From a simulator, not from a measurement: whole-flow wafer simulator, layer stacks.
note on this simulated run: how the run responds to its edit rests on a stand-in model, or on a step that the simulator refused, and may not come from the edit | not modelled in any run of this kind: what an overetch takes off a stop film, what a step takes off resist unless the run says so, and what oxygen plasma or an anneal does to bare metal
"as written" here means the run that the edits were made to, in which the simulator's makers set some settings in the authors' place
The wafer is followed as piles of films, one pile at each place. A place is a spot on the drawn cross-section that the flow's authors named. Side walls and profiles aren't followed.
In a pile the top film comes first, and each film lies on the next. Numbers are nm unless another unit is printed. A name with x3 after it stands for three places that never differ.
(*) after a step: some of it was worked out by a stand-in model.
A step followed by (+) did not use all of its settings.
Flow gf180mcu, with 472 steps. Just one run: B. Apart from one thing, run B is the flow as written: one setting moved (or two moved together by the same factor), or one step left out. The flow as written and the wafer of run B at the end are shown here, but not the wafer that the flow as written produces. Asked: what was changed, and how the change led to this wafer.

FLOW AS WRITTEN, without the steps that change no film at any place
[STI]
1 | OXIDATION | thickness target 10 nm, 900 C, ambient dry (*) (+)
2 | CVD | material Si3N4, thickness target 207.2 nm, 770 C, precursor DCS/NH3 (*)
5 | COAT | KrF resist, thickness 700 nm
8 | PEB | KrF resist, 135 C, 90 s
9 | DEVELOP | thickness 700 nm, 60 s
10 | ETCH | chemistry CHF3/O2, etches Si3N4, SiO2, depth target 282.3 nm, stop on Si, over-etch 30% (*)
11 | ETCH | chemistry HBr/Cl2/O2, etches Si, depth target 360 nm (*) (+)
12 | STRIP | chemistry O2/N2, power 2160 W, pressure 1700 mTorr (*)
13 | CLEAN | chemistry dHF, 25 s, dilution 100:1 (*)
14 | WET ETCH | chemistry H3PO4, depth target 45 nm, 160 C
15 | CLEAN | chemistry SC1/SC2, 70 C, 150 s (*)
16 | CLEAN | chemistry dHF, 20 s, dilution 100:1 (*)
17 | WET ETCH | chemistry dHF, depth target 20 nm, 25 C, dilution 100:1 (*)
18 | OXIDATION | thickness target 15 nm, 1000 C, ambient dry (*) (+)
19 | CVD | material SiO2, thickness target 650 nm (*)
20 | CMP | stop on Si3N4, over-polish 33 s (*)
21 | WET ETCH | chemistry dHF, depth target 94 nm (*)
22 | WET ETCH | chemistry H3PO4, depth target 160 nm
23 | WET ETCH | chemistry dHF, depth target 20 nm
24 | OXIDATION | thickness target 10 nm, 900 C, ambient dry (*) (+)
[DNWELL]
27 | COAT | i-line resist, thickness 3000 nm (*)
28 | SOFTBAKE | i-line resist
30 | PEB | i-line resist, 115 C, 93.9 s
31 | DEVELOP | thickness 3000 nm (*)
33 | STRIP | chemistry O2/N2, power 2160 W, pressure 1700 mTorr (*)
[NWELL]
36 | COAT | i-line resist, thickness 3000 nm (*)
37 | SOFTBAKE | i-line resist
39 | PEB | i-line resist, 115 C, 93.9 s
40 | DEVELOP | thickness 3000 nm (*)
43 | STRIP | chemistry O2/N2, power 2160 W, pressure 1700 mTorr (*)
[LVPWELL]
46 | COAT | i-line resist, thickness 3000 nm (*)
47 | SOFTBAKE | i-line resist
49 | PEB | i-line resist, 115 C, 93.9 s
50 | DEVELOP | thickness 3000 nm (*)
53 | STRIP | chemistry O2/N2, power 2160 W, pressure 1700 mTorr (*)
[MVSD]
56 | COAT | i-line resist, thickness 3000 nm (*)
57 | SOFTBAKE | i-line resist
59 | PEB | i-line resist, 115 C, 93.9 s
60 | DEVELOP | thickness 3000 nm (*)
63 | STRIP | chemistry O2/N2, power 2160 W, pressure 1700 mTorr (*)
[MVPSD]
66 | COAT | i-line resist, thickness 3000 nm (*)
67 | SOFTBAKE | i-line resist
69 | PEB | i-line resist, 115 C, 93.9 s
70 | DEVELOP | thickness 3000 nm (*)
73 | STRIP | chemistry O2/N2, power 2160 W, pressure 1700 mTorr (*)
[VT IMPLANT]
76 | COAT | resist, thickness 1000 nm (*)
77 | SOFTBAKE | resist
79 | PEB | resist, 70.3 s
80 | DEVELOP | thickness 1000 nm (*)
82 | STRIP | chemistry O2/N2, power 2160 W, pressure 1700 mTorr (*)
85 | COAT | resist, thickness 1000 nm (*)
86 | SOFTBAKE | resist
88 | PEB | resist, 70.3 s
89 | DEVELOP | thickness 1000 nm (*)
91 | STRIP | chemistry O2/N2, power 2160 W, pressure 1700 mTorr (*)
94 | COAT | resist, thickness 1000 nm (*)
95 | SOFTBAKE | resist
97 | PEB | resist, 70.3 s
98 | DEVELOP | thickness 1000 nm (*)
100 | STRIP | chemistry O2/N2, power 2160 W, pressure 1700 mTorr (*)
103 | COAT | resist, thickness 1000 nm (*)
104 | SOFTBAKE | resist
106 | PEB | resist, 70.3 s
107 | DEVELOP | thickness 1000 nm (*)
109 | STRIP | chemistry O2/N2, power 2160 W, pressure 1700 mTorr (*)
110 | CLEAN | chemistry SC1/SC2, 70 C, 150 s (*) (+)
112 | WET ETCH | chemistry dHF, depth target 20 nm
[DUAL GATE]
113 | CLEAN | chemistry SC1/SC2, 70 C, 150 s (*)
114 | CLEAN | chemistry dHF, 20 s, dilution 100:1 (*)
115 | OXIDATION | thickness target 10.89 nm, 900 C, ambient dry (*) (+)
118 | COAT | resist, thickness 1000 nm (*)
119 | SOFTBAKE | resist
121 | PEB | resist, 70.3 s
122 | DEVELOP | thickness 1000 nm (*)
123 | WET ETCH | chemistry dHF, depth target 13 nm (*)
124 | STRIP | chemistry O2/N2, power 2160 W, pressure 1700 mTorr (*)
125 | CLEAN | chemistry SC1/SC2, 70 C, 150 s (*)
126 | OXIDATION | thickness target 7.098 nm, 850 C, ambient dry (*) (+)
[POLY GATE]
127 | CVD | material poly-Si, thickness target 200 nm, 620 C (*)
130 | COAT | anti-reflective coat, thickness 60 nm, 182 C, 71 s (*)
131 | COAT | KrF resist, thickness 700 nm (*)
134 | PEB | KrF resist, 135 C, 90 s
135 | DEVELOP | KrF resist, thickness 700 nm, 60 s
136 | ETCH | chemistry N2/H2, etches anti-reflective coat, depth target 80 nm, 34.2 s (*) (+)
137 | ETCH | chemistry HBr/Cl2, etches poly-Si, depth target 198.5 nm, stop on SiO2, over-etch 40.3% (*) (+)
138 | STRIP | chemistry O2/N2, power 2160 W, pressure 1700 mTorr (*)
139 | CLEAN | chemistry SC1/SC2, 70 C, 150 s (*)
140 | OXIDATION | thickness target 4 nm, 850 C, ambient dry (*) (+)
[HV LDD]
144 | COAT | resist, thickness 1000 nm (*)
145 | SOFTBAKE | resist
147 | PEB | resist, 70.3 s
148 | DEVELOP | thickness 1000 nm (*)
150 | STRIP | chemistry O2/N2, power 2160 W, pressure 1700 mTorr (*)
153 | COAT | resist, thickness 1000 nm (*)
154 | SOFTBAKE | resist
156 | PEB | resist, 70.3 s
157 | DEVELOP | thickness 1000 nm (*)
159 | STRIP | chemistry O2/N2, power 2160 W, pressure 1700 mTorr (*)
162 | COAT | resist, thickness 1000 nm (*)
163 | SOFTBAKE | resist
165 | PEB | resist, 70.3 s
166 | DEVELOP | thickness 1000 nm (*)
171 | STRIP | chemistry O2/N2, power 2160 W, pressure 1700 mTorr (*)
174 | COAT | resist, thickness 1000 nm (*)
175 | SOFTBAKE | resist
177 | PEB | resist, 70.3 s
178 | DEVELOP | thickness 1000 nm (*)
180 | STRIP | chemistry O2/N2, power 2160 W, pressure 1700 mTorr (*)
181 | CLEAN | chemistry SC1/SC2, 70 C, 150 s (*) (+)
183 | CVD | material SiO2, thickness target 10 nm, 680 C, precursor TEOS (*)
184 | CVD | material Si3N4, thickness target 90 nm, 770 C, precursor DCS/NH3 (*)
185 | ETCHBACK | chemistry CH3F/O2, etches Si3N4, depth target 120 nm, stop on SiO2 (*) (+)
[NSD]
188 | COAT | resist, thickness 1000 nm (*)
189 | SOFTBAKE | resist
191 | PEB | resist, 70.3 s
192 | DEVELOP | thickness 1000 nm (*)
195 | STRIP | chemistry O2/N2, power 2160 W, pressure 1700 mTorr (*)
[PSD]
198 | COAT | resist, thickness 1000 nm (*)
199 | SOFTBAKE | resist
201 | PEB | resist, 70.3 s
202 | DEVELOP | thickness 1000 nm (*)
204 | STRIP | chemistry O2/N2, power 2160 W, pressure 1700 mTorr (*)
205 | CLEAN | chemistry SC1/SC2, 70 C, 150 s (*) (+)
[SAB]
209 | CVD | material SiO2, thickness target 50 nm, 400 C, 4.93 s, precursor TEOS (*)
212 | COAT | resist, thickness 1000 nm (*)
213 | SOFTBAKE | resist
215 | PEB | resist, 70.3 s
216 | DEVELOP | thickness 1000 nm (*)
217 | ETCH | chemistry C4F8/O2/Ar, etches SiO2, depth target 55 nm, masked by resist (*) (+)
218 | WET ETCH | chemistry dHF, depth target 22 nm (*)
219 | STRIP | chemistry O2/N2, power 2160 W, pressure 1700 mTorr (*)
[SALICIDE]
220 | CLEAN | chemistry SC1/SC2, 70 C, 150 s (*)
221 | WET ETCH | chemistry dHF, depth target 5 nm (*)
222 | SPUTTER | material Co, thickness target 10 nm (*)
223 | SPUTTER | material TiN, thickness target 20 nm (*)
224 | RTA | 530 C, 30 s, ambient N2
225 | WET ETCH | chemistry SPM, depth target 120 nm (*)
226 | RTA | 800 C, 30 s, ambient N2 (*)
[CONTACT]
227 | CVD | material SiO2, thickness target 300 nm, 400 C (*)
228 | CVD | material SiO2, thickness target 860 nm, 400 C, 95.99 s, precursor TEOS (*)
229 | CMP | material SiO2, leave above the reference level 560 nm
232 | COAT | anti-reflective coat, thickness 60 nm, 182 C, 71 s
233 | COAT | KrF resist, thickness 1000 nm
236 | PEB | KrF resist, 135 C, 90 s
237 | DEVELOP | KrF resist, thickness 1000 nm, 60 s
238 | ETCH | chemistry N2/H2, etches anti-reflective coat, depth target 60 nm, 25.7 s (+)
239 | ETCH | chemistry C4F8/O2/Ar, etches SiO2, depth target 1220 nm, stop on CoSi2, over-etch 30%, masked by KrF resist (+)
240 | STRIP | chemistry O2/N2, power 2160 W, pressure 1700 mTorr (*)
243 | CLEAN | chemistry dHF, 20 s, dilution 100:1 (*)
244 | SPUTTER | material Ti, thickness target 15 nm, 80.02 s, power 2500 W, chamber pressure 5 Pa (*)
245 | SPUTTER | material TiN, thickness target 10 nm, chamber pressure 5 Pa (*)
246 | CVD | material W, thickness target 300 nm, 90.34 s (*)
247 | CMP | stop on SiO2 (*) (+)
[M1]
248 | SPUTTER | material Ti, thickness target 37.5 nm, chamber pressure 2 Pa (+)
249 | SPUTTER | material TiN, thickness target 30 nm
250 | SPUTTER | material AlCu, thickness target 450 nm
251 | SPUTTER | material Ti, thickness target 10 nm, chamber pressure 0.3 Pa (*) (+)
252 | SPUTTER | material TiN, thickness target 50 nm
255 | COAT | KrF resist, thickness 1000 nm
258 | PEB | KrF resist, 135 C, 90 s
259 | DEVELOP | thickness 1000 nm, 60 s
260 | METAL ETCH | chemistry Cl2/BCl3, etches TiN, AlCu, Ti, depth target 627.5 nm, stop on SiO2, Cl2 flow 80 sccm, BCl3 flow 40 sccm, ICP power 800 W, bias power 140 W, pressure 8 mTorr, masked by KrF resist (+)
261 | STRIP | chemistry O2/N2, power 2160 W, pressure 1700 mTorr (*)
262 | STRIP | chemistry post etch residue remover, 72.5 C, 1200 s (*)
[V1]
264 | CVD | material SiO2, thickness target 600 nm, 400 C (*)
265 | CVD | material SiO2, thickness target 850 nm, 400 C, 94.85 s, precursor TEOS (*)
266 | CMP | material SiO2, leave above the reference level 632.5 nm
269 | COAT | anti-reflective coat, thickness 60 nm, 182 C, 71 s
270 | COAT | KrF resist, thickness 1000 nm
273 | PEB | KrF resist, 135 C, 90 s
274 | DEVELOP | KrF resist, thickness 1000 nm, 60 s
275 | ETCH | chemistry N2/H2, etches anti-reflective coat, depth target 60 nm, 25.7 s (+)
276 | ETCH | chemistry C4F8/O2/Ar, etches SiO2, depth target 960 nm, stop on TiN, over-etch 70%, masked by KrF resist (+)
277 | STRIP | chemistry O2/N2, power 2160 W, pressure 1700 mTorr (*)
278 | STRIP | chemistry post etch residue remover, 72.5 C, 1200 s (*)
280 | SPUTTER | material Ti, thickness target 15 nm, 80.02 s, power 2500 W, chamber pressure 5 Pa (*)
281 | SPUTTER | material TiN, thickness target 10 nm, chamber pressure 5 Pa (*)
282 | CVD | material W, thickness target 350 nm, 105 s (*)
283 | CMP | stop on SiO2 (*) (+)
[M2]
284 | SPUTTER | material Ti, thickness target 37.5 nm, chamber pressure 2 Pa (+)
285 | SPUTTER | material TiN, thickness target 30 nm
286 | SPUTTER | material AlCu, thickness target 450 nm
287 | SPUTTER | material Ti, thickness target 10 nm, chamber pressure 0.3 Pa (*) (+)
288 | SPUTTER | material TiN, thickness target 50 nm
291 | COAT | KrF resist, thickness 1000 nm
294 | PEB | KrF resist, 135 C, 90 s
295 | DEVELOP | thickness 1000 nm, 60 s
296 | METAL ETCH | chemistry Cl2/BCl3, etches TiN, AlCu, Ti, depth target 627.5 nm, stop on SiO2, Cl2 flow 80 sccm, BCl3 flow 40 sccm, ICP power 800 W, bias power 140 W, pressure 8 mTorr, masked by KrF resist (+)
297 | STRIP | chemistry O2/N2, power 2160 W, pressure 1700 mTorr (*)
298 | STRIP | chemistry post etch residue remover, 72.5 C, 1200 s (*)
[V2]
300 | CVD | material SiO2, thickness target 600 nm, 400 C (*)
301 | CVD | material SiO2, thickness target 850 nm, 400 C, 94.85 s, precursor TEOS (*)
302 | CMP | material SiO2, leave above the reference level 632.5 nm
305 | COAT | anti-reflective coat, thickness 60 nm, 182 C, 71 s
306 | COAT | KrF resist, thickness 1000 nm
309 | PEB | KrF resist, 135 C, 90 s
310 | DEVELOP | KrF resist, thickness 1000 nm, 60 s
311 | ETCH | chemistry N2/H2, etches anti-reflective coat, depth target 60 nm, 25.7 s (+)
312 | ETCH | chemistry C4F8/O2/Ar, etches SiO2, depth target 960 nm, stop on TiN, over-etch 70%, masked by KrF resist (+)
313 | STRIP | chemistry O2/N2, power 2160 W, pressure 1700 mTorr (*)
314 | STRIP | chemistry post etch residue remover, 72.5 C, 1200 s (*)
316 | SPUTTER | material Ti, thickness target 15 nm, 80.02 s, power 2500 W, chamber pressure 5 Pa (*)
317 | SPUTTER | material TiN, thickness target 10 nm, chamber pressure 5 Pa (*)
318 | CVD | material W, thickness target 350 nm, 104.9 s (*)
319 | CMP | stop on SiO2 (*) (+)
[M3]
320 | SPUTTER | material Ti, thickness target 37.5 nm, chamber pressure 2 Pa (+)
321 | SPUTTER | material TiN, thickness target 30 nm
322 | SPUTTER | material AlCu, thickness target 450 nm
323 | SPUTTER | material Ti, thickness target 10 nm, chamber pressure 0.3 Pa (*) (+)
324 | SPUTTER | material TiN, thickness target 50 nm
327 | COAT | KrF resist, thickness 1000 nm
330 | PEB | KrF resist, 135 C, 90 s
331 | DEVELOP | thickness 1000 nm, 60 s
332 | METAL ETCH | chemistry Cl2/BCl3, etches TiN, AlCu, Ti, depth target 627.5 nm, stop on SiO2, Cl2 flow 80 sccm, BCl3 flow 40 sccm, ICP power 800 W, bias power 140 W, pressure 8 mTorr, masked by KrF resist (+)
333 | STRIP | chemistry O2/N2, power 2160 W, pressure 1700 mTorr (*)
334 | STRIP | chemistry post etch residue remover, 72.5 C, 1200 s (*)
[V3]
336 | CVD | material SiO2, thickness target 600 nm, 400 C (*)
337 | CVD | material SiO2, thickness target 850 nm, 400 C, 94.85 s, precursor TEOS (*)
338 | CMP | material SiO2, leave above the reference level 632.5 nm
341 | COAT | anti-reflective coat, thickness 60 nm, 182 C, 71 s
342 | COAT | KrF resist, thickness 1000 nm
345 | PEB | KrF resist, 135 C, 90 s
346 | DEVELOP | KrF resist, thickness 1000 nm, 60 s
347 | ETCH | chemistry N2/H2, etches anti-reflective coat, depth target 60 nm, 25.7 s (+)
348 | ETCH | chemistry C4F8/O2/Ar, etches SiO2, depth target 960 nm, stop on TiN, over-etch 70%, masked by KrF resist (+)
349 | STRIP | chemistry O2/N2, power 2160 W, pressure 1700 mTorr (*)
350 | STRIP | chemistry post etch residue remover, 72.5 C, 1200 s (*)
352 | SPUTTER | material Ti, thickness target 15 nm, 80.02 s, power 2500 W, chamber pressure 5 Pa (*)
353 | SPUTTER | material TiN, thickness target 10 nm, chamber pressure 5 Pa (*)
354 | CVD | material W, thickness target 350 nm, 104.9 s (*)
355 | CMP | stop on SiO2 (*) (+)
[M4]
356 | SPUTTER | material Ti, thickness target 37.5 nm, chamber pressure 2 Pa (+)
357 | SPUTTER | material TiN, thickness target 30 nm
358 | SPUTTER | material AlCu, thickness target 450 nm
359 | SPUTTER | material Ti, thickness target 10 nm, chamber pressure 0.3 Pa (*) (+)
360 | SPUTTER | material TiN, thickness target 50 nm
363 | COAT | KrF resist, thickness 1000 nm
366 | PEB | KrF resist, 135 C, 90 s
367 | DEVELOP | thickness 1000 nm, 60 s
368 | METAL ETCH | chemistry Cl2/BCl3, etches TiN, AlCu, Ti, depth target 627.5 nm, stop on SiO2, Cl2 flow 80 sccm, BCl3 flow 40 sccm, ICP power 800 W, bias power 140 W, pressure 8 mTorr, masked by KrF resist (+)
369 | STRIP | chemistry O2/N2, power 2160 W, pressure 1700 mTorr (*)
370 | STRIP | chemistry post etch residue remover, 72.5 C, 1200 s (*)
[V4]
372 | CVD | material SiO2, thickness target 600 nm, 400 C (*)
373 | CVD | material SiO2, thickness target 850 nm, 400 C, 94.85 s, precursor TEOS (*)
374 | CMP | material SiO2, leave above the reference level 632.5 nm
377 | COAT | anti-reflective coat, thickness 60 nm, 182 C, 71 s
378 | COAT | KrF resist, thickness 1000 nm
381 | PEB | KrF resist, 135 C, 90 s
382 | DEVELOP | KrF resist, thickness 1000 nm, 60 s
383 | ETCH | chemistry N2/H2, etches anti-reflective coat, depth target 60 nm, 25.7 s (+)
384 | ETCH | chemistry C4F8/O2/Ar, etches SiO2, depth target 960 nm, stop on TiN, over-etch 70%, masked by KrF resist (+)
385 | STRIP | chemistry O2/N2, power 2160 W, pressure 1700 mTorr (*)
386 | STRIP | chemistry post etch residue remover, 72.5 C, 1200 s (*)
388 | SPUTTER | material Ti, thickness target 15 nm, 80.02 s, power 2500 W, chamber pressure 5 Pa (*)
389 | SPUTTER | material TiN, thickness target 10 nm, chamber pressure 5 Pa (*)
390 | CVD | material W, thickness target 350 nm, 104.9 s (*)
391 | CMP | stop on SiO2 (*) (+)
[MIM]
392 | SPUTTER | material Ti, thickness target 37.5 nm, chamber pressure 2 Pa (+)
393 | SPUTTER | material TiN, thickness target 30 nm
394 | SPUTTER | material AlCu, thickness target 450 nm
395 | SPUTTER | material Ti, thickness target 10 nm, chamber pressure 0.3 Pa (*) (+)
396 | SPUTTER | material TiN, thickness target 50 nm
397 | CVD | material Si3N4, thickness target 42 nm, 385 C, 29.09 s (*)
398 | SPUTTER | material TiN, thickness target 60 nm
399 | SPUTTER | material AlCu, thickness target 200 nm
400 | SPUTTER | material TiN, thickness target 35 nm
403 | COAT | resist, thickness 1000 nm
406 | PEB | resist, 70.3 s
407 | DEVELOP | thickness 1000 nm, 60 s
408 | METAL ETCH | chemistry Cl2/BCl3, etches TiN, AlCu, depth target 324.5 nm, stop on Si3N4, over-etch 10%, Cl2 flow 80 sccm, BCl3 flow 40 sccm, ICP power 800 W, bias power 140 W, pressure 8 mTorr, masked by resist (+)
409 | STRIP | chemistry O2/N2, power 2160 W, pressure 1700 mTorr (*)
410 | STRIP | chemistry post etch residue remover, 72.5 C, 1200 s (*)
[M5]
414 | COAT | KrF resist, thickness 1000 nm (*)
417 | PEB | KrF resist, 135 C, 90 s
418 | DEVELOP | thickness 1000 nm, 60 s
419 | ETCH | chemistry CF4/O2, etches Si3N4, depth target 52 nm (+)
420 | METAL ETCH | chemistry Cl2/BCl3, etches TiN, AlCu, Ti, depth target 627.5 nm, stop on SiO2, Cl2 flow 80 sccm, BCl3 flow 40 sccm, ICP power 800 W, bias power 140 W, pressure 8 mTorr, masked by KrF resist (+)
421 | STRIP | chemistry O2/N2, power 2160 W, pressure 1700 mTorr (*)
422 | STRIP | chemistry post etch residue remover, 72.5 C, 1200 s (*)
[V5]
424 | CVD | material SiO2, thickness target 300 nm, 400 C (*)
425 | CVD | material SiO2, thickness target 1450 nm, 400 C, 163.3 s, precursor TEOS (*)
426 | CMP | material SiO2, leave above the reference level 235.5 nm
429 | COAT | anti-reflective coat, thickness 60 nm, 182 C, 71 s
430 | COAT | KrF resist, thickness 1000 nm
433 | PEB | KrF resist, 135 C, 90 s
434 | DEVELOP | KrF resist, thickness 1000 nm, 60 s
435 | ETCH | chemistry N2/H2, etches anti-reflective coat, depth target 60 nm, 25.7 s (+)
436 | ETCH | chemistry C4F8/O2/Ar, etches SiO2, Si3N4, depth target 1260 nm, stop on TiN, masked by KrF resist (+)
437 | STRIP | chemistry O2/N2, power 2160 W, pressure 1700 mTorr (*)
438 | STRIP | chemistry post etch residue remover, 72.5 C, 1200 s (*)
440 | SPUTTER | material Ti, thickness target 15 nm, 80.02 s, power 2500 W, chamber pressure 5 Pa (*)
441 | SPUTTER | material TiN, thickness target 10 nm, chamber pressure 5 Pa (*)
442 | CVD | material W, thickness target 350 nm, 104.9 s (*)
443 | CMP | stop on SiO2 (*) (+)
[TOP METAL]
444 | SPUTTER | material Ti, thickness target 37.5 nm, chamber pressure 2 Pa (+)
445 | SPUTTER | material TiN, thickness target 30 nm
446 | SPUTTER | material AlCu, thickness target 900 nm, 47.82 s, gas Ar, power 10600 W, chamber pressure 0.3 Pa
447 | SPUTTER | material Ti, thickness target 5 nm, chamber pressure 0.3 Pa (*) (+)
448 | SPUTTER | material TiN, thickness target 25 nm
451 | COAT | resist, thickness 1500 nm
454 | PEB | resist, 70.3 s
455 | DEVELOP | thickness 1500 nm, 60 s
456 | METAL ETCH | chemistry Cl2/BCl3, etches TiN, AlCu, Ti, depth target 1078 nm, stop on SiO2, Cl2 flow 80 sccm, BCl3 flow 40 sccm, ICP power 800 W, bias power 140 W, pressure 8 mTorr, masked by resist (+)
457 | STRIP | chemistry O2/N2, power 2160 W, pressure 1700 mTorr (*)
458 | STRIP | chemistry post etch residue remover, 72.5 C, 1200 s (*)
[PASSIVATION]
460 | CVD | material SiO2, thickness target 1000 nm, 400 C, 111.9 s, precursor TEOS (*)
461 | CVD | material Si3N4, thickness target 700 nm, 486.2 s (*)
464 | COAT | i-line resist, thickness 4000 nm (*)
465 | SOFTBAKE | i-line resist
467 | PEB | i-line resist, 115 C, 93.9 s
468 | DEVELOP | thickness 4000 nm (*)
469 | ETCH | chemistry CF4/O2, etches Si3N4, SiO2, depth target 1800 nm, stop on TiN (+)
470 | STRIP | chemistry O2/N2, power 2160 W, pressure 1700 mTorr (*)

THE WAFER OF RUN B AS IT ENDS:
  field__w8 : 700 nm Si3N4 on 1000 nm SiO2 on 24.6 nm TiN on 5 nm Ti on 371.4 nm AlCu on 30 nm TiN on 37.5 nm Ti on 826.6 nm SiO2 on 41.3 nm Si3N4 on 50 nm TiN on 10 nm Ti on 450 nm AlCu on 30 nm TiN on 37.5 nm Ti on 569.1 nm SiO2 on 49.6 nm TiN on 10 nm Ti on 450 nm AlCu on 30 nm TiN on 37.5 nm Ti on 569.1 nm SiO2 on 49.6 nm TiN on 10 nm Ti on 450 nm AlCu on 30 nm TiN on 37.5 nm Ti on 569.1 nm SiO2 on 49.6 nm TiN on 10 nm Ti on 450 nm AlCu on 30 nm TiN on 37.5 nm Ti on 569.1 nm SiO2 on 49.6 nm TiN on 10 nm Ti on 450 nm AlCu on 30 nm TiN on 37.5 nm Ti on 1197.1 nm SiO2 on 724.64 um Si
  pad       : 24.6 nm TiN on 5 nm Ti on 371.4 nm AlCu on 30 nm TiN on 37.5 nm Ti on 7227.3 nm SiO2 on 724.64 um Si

The reason: step 446, SPUTTER: 20.32 s was run, though the flow has 47.82 s.

The path from the change to this, step by step:
  446 | SPUTTER | material AlCu, thickness target 900 nm, 47.82 s, gas Ar, power 10600 W, chamber pressure 0.3 Pa
      field, field__w1, field__w2 and 109 more: +371.4 AlCu (new film) (it would be, as written: +900 AlCu (new film))
  456 | METAL ETCH | chemistry Cl2/BCl3, etches TiN, AlCu, Ti, depth target 1078 nm, stop on SiO2, Cl2 flow 80 sccm, BCl3 flow 40 sccm, ICP power 800 W, bias power 140 W, pressure 8 mTorr, masked by resist (+)
      field, field__w1, field__w2 and 103 more: -25 TiN (all of it), -5 Ti (all of it), -371.4 AlCu (all of it), -30 TiN (all of it), -37.5 Ti (all of it) (it would be, as written: -25 TiN (all of it), -5 Ti (all of it), -900 AlCu (all of it), -30 TiN (all of it), -37.5 Ti (all of it))
      field__w8, contact, m1, m1__w1, pad, m1_nw: -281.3 resist (it would be, as written: -431 resist)
  457 | STRIP | chemistry O2/N2, power 2160 W, pressure 1700 mTorr (*)
      field__w8, contact, m1, m1__w1, pad, m1_nw: -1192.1 resist (all of it) (it would be, as written: -1042.5 resist (all of it))
  464 | COAT | i-line resist, thickness 4000 nm (*)
      field: +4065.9 i-line resist (new film) (it would be, as written: +4171.5 i-line resist (new film))
      field__w8: +3567.3 i-line resist (new film) (it would be, as written: +3093.1 i-line resist (new film))
      (as well as at 11 more places)
  465 | SOFTBAKE | i-line resist
      gate: -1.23 i-line resist (it would be, as written: +1.79 i-line resist)
      field__w11, field__w13: +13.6 i-line resist (it would be, as written: +37.6 i-line resist)
      (as well as at 66 more places)
  467 | PEB | i-line resist, 115 C, 93.9 s
      field__w8, m1__w1: -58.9 i-line resist (it would be, as written: -49.2 i-line resist)
      contact, m1: -59.1 i-line resist (it would be, as written: -49.6 i-line resist)
      (as well as at 2 more places)
  468 | DEVELOP | thickness 4000 nm (*)
      pad: -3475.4 i-line resist (all of it) (it would be, as written: -2960.4 i-line resist (all of it))
  470 | STRIP | chemistry O2/N2, power 2160 W, pressure 1700 mTorr (*)
      field__w8, m1__w1: -2282.7 i-line resist (all of it) (it would be, as written: -1775.9 i-line resist (all of it))
      contact: -2289.9 i-line resist (all of it) (it would be, as written: -1798.3 i-line resist (all of it))
      (as well as at 2 more places)
